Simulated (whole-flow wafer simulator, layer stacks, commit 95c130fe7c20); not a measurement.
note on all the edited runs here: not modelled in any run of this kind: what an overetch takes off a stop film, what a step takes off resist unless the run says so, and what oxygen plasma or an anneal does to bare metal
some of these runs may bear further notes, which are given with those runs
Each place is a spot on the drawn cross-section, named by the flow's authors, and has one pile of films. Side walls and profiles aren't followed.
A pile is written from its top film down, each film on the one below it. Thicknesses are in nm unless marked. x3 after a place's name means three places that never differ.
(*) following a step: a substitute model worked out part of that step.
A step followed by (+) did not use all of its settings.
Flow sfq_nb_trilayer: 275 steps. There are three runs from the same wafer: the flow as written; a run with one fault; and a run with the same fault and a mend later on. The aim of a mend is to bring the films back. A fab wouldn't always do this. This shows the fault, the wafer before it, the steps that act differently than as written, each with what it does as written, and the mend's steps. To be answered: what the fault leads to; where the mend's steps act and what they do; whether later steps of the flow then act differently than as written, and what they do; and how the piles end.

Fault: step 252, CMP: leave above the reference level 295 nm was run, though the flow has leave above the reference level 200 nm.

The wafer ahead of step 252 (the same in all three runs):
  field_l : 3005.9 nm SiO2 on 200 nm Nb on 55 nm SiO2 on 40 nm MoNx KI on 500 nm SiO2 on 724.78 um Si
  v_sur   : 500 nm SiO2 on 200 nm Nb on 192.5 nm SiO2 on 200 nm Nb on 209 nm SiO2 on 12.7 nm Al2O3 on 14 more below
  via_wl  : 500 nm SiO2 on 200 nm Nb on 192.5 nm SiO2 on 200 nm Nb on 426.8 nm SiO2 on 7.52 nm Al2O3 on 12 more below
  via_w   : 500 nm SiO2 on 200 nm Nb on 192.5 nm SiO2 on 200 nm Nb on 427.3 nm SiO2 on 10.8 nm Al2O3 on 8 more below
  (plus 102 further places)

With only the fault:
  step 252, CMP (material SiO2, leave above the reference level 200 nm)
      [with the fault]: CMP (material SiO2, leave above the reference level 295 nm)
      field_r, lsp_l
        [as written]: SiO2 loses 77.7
        [with the fault]: nothing
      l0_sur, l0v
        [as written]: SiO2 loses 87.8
        [with the fault]: nothing
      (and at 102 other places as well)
  Later steps of the flow acting differently than as written (6 more steps, not shown, differ only slightly: by at most 2% or 0.5 nm, whichever is larger):
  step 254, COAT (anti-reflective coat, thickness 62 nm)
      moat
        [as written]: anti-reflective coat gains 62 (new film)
        [with the fault]: anti-reflective coat gains 60.4 (new film)
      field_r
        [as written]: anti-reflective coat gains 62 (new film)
        [with the fault]: anti-reflective coat gains 68.4 (new film)
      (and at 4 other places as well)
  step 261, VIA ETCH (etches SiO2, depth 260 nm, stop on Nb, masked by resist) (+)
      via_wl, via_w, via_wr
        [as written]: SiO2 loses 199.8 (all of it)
        [with the fault]: SiO2 loses 260
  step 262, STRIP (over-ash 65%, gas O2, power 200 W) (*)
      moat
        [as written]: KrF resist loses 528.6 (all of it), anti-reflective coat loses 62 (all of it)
        [with the fault]: KrF resist loses 527.6 (all of it), anti-reflective coat loses 60.4 (all of it)
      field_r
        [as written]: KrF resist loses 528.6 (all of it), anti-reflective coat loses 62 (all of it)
        [with the fault]: KrF resist loses 535.3 (all of it), anti-reflective coat loses 68.4 (all of it)
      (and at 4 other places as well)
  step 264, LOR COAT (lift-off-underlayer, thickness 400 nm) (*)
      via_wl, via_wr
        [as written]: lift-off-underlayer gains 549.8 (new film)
        [with the fault]: lift-off-underlayer gains 594.7 (new film)
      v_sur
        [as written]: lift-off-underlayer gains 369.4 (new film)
        [with the fault]: lift-off-underlayer gains 360.2 (new film)
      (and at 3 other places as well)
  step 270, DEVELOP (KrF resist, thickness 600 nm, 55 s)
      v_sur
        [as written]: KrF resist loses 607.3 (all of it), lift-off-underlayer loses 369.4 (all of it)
        [with the fault]: KrF resist loses 609.9 (all of it), lift-off-underlayer loses 360.2 (all of it)
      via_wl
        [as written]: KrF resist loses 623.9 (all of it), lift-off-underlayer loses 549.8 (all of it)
        [with the fault]: KrF resist loses 631.3 (all of it), lift-off-underlayer loses 594.7 (all of it)
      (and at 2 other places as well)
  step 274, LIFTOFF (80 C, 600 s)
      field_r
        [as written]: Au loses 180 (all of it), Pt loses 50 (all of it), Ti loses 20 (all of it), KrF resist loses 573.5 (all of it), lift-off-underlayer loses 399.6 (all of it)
        [with the fault]: Au loses 180 (all of it), Pt loses 50 (all of it), Ti loses 20 (all of it), KrF resist loses 575.6 (all of it), lift-off-underlayer loses 411 (all of it)
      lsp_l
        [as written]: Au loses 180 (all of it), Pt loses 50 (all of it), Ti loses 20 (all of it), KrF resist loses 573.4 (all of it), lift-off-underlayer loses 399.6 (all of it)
        [with the fault]: Au loses 180 (all of it), Pt loses 50 (all of it), Ti loses 20 (all of it), KrF resist loses 576.1 (all of it), lift-off-underlayer loses 410.4 (all of it)
  At field_l, v_sur, via_wl and 103 more, the piles at the end differ from the flow's by more than 2% or 0.5 nm, whichever is larger.
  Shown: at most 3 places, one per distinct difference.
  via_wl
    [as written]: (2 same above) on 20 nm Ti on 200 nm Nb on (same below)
    [with the fault]: (2 same above) on 20 nm Ti on 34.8 nm SiO2 on 200 nm Nb on (same below)
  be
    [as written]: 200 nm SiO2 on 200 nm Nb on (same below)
    [with the fault]: 295 nm SiO2 on 200 nm Nb on (same below)
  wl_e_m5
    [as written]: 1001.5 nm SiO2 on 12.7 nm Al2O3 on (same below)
    [with the fault]: 1096.5 nm SiO2 on 12.7 nm Al2O3 on (same below)

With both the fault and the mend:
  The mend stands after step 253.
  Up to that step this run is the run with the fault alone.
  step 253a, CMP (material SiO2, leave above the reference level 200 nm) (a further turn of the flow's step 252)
      field_l, v_sur, via_wl and 99 more
        SiO2 loses 95
      field_r, lsp_l
        SiO2 loses 77.7
      l0_sur, l0v
        SiO2 loses 87.8
  Every later step of the flow that is run acts as written at every place that is followed.
  By the end, the piles equal the flow's at every place that both follow.
